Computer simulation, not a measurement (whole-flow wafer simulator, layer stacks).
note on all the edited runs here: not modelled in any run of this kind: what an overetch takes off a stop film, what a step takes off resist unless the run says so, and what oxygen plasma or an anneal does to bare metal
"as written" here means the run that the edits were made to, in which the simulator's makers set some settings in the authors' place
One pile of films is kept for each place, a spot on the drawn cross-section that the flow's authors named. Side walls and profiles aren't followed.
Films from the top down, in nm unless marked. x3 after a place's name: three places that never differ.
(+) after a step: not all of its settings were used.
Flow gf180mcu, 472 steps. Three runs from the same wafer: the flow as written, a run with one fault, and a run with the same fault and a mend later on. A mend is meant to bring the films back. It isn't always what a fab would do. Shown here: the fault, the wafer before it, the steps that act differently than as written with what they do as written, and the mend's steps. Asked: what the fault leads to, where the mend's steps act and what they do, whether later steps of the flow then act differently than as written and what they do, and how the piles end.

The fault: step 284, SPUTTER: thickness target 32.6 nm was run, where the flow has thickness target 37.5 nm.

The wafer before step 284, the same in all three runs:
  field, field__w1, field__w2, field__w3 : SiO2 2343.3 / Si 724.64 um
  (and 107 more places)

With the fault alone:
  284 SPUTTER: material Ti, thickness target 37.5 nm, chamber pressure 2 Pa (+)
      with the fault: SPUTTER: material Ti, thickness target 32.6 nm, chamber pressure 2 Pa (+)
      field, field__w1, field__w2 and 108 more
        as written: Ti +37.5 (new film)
        with the fault: Ti +32.6 (new film)
  Later steps of the flow that act differently than as written (1 more step differs only slightly, by at most 2% or 0.5 nm, whichever is larger, and isn't shown):
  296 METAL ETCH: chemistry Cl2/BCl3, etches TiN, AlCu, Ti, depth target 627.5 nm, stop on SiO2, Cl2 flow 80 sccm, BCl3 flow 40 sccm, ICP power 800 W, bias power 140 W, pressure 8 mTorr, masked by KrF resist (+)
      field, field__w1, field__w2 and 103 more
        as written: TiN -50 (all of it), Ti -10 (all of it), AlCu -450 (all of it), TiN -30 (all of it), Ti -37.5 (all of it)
        with the fault: TiN -50 (all of it), Ti -10 (all of it), AlCu -450 (all of it), TiN -30 (all of it), Ti -32.6 (all of it)
  At the end the piles differ from the flow's by more than 2% or 0.5 nm, whichever is larger, at field__w8, contact, m1, m1__w1, m1_nw.
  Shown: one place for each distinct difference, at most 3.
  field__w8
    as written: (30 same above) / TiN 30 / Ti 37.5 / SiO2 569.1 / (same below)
    with the fault: (30 same above) / TiN 30 / Ti 32.6 / SiO2 569.1 / (same below)
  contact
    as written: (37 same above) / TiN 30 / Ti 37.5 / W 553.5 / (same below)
    with the fault: (37 same above) / TiN 30 / Ti 32.6 / W 553.5 / (same below)

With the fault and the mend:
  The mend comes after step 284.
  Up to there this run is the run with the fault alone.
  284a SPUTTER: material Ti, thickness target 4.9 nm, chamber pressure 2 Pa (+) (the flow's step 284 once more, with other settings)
      field, field__w1, field__w2 and 108 more
        Ti +4.9
  No later step of the flow acts differently than as written at any place that is followed.
  At the end the piles are the same as the flow's at every place that both follow.
